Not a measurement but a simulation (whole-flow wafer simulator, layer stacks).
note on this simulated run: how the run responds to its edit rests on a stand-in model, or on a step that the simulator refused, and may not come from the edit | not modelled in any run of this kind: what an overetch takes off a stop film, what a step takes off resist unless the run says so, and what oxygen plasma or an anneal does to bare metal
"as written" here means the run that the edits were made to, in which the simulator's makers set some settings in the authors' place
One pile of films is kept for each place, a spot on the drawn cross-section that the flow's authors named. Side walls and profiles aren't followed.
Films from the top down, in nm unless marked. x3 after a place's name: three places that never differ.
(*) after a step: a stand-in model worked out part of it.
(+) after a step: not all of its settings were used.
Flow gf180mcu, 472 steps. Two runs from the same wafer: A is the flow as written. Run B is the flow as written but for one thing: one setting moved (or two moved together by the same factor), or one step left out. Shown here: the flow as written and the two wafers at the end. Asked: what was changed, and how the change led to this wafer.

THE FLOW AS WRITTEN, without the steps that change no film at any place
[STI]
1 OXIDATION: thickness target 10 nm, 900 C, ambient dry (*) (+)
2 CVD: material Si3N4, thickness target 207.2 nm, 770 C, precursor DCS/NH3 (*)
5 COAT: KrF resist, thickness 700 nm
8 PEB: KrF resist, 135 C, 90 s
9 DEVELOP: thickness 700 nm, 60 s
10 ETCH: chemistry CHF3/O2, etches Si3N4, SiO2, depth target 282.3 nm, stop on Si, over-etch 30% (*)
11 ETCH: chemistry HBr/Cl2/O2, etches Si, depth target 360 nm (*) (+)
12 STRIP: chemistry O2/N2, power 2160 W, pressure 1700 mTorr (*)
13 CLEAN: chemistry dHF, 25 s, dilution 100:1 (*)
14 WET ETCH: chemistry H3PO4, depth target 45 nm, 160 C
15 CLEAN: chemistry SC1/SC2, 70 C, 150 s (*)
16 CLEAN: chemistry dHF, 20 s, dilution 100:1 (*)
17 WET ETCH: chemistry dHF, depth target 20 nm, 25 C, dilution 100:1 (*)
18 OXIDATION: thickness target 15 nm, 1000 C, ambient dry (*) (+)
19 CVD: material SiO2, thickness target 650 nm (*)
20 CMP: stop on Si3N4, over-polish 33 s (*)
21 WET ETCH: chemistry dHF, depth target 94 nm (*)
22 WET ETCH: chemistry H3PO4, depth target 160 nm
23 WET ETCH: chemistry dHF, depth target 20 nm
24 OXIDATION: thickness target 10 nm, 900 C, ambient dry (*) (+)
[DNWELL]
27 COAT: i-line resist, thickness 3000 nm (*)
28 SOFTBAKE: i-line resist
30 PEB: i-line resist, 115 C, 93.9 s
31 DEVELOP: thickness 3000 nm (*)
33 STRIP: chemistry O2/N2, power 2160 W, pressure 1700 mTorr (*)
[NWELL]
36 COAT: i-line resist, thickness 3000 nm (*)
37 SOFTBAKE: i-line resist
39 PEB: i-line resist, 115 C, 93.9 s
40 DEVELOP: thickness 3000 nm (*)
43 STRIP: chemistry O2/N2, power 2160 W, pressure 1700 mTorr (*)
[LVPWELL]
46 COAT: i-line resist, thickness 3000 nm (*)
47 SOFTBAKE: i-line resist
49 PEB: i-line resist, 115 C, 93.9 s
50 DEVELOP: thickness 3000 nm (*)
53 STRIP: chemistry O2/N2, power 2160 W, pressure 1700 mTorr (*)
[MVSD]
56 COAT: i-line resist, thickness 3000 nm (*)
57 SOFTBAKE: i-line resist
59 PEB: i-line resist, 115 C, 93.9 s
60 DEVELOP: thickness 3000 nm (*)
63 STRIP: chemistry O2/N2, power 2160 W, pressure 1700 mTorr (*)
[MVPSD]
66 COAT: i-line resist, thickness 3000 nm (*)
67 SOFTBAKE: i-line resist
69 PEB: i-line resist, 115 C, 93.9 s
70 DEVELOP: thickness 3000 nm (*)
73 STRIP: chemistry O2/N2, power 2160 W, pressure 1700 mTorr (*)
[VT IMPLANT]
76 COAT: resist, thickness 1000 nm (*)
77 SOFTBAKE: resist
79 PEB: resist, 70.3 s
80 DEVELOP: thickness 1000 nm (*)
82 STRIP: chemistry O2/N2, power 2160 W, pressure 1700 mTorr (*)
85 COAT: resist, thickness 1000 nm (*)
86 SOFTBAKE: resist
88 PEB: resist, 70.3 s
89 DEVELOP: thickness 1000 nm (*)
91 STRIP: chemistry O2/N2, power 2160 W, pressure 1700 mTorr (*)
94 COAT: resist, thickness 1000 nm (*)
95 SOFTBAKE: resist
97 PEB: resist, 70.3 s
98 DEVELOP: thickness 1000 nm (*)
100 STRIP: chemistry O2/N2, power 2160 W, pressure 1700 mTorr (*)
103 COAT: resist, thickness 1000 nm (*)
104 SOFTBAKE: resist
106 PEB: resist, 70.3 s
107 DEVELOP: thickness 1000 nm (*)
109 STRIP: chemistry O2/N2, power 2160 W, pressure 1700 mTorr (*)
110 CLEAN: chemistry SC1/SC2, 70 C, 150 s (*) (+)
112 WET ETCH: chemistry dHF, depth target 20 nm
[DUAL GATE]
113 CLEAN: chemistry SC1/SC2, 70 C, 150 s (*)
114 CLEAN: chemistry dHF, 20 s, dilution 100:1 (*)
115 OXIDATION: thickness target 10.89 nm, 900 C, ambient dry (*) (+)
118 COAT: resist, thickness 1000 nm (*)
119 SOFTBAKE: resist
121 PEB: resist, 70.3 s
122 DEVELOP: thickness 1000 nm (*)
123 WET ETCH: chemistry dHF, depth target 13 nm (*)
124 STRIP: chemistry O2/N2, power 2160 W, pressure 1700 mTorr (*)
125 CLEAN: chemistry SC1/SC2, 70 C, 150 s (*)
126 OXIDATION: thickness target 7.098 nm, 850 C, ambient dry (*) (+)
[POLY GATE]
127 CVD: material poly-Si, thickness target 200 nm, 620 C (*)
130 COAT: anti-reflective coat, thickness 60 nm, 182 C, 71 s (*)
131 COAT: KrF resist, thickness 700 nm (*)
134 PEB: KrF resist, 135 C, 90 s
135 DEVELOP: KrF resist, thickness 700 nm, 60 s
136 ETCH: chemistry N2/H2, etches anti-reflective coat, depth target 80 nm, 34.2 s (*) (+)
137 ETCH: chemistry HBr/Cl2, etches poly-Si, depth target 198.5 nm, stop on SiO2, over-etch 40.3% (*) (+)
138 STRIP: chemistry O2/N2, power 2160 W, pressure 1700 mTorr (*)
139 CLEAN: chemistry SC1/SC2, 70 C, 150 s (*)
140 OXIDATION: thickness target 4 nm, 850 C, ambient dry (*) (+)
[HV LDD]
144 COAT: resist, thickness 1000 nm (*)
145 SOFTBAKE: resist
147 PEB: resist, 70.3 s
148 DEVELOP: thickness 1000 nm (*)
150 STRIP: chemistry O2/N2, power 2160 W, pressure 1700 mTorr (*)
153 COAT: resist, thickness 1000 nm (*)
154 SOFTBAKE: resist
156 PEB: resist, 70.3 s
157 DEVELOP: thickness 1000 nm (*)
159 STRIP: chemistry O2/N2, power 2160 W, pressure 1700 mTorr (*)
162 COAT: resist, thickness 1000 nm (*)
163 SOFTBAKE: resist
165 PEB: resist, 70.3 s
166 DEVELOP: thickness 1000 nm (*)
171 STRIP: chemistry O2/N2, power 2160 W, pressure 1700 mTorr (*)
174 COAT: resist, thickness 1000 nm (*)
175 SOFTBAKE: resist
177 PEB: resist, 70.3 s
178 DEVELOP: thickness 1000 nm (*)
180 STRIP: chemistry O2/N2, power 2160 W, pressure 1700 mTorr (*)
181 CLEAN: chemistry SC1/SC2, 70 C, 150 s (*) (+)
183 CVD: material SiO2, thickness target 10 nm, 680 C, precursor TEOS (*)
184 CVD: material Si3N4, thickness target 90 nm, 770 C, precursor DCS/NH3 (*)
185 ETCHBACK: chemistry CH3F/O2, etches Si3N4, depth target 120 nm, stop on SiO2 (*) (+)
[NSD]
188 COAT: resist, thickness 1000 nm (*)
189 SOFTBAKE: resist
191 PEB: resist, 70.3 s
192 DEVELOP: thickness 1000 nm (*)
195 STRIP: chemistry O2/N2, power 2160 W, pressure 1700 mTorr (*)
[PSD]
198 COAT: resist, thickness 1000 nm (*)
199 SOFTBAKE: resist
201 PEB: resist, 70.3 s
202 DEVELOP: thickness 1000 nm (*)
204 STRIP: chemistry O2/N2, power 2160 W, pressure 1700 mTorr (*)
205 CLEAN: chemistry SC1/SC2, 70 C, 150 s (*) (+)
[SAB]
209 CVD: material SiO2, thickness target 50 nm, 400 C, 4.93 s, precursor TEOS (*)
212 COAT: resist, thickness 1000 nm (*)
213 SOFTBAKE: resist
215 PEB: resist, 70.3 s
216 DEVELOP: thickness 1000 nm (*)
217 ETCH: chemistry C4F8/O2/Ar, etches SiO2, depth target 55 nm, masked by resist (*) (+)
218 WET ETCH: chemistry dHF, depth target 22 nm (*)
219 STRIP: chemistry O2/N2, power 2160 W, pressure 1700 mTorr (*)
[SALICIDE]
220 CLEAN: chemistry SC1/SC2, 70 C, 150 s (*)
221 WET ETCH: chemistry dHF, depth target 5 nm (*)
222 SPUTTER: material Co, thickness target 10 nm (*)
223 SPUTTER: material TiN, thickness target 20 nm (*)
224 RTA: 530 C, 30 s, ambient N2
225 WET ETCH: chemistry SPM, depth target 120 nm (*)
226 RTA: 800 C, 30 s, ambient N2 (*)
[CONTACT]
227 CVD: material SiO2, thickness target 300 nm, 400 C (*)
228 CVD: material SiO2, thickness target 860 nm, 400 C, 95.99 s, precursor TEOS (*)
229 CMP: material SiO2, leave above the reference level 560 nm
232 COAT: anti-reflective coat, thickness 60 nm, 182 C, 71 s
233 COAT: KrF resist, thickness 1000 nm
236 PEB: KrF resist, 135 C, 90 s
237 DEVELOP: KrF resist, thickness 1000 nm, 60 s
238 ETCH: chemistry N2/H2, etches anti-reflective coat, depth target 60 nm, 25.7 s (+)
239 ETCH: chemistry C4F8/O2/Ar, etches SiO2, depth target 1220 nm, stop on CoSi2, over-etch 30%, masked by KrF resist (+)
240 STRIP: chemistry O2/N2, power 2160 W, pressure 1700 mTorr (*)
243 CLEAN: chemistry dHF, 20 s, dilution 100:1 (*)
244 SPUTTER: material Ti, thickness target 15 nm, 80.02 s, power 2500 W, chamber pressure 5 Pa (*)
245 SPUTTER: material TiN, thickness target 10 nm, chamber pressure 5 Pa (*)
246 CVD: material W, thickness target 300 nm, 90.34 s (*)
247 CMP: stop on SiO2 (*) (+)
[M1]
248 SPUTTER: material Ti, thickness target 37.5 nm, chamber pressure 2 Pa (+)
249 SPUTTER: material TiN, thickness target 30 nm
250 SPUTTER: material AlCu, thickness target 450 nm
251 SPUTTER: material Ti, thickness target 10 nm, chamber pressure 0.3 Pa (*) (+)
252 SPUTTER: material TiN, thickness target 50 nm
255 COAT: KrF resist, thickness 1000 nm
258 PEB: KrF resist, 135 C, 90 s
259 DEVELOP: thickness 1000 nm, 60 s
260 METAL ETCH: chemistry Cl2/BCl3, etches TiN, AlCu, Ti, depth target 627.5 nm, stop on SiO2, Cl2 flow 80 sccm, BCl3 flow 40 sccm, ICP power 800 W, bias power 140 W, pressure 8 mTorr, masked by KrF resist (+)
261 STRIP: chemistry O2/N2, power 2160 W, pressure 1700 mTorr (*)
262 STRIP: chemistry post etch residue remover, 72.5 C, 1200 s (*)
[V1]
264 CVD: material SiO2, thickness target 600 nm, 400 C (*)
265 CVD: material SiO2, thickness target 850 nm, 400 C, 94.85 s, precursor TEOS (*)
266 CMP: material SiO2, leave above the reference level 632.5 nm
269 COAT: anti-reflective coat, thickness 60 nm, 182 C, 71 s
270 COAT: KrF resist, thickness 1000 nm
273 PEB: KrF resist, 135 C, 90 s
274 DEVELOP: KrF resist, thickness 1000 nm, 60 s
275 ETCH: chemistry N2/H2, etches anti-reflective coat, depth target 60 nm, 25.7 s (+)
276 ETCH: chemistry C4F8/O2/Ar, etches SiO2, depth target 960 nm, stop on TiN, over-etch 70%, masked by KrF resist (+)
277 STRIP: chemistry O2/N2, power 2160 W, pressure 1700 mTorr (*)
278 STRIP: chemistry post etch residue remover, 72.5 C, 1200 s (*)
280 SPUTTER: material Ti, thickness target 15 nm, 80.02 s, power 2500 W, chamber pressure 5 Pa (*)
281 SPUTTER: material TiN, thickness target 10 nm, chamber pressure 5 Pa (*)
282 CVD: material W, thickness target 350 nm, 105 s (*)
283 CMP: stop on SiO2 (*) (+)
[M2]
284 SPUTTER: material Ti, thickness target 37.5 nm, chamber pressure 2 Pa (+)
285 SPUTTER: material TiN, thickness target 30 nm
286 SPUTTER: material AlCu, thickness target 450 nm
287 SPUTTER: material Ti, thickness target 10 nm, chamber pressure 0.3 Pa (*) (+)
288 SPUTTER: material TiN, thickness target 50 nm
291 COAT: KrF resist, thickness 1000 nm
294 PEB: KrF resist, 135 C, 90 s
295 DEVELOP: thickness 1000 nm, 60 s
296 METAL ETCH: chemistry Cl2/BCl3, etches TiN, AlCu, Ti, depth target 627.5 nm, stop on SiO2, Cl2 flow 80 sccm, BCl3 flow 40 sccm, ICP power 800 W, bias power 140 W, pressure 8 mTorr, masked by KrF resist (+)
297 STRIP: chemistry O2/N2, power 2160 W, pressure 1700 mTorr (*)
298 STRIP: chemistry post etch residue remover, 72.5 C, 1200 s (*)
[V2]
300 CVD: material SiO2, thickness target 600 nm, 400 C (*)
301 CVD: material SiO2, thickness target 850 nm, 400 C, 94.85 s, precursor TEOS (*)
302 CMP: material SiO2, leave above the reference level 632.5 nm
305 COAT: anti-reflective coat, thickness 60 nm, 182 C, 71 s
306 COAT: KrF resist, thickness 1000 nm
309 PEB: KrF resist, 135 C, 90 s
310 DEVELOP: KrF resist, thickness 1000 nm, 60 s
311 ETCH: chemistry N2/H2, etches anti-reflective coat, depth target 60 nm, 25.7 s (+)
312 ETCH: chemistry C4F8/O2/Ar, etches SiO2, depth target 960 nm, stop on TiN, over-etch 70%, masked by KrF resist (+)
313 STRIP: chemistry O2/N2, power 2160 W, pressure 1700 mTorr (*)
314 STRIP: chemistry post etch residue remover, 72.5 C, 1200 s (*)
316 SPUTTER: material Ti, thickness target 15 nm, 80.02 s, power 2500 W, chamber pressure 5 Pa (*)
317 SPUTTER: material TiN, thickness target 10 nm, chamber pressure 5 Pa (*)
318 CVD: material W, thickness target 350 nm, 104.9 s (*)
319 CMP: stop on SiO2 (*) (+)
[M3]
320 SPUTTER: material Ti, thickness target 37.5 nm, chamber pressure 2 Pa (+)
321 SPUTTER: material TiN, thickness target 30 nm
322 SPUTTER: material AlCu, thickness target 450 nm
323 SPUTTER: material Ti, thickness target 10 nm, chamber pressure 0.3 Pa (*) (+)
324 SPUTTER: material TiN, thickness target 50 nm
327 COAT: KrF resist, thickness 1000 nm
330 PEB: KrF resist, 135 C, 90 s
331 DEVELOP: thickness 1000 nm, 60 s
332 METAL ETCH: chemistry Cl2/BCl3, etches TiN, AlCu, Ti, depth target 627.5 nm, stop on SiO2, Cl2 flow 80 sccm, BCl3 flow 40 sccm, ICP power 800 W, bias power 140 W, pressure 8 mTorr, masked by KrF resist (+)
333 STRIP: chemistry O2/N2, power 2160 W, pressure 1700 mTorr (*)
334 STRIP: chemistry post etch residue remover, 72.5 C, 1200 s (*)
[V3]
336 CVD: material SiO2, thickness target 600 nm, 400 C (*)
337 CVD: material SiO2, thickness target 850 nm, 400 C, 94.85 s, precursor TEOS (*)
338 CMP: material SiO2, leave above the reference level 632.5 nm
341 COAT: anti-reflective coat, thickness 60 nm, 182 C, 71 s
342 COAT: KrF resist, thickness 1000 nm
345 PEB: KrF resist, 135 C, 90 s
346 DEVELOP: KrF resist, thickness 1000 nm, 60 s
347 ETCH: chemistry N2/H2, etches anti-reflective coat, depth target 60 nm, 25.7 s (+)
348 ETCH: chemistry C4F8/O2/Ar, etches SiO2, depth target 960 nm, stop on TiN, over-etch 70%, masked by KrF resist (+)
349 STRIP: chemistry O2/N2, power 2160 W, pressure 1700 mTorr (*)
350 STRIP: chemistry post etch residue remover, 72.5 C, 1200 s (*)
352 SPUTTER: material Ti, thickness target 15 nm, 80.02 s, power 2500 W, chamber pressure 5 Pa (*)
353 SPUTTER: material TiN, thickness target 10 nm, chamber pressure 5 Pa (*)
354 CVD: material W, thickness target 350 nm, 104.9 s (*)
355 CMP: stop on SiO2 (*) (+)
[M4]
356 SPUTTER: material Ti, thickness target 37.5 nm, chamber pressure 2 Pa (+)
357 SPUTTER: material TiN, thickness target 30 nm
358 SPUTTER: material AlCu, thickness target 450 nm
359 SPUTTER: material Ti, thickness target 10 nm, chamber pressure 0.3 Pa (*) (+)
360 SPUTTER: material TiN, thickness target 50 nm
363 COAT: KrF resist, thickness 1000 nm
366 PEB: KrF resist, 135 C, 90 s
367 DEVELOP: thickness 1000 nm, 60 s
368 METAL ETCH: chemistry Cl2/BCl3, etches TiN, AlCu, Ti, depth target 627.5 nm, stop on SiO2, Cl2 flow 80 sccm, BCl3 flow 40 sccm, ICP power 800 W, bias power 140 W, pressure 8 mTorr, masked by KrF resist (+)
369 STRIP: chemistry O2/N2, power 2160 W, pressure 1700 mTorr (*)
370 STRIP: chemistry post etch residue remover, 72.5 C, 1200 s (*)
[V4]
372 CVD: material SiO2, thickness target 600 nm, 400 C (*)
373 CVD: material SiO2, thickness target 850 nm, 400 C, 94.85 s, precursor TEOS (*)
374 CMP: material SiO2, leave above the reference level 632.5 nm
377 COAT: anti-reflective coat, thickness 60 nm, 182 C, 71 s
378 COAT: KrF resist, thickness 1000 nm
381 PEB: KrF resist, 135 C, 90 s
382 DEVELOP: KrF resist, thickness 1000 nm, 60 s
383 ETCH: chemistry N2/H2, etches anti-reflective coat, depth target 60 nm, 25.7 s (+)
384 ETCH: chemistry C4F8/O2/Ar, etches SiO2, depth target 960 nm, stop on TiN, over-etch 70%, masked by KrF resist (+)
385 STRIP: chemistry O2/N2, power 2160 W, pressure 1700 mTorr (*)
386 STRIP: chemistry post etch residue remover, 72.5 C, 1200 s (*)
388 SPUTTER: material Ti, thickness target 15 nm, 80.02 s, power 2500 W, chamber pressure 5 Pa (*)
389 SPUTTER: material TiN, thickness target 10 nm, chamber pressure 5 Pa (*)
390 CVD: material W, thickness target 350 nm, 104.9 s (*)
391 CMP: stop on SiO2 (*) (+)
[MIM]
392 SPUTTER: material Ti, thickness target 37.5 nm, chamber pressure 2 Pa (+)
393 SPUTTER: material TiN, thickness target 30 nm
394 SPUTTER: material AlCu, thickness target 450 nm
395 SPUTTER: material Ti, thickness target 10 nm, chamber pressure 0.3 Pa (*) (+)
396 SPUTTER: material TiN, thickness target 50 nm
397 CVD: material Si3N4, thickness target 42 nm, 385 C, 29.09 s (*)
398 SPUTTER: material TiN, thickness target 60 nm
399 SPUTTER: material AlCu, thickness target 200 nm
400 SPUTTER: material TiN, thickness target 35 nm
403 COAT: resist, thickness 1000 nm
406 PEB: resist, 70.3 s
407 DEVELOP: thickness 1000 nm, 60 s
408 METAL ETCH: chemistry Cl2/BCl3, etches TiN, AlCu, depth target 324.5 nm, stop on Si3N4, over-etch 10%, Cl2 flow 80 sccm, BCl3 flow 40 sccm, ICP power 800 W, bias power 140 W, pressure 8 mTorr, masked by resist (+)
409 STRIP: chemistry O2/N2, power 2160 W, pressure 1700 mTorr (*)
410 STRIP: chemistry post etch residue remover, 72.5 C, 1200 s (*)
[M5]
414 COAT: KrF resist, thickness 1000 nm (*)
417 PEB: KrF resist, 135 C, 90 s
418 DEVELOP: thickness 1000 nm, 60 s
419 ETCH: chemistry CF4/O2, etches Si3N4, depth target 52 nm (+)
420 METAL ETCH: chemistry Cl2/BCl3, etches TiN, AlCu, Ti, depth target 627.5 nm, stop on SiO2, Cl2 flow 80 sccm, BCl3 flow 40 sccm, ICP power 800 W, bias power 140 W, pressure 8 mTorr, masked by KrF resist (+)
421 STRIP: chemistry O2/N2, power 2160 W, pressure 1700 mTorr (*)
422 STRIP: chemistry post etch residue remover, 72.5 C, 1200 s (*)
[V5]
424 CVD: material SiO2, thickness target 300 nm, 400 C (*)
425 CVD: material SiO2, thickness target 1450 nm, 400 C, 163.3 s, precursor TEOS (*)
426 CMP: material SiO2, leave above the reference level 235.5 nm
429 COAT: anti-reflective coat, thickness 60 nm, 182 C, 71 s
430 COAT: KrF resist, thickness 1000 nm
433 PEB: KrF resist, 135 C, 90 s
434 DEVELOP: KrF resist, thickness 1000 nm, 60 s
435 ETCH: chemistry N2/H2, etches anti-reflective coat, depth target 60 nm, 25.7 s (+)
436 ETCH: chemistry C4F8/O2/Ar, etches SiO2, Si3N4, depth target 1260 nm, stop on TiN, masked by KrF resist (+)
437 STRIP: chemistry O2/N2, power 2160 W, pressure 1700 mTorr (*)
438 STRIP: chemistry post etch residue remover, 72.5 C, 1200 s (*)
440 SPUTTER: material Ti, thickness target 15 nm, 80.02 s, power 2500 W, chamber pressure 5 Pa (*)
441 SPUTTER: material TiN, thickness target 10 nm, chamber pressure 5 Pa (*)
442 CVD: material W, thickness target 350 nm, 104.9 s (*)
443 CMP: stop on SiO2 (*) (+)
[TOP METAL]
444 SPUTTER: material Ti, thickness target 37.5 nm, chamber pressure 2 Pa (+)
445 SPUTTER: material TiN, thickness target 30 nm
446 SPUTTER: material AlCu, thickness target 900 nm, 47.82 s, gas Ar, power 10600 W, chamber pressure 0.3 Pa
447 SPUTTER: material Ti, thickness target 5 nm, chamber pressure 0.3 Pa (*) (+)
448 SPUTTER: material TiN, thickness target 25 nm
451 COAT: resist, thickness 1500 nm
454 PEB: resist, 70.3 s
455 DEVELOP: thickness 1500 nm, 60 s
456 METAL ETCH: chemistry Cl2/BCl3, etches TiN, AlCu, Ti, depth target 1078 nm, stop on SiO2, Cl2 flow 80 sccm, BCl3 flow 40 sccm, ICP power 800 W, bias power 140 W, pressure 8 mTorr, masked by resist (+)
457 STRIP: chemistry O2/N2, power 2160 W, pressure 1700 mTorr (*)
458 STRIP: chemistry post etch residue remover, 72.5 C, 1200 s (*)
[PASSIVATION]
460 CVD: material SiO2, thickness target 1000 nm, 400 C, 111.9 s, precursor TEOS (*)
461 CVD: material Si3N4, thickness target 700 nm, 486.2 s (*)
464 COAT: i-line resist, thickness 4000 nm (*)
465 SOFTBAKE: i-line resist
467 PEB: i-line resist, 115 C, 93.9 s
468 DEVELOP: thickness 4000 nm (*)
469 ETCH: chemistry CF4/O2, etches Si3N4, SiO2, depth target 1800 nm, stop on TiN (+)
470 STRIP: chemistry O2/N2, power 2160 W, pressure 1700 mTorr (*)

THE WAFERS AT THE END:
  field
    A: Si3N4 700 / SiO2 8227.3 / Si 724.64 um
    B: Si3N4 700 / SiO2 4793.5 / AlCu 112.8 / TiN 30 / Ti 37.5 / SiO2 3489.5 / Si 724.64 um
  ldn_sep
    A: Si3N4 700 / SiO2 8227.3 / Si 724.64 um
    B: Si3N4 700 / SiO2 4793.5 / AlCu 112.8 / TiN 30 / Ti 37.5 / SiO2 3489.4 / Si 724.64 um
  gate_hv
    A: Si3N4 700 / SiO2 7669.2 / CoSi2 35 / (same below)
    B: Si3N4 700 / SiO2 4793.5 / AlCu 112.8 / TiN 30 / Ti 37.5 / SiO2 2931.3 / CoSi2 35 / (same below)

The cause: step 322, SPUTTER: thickness target 686 nm was run, where the flow has thickness target 450 nm.

How the change led to this, step by step:
  322 SPUTTER: material AlCu, thickness target 450 nm
      field, field__w1, field__w2 and 108 more: A AlCu +450 (new film) | B AlCu +686 (new film)
  332 METAL ETCH: chemistry Cl2/BCl3, etches TiN, AlCu, Ti, depth target 627.5 nm, stop on SiO2, Cl2 flow 80 sccm, BCl3 flow 40 sccm, ICP power 800 W, bias power 140 W, pressure 8 mTorr, masked by KrF resist (+)
      field, field__w1, field__w2 and 103 more: A TiN -50 (all of it), Ti -10 (all of it), AlCu -450 (all of it), TiN -30 (all of it), Ti -37.5 (all of it) | B TiN -50 (all of it), Ti -10 (all of it), AlCu -567.5
  334 STRIP: chemistry post etch residue remover, 72.5 C, 1200 s (*)
      field, field__w1, field__w2 and 103 more: A nothing | B AlCu -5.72
  336 CVD: material SiO2, thickness target 600 nm, 400 C (*)
      field, field__w1, field__w2 and 103 more: A SiO2 +600 | B SiO2 +600 (new film)
  338 CMP: material SiO2, leave above the reference level 632.5 nm
      field, field__w1, field__w2 and 103 more: A SiO2 -300 | B SiO2 -244.3
Counting metal films that touch as one body, field has 1 body; the flow as written gives 0 bodies.
Counting metal films that touch as one body, ldn_sep has 1 body; the flow as written gives 0 bodies.
Counting metal films that touch as one body, gate_hv has 2 bodies (between them, from the top down: SiO2 2931.3); the flow as written gives 1 body.
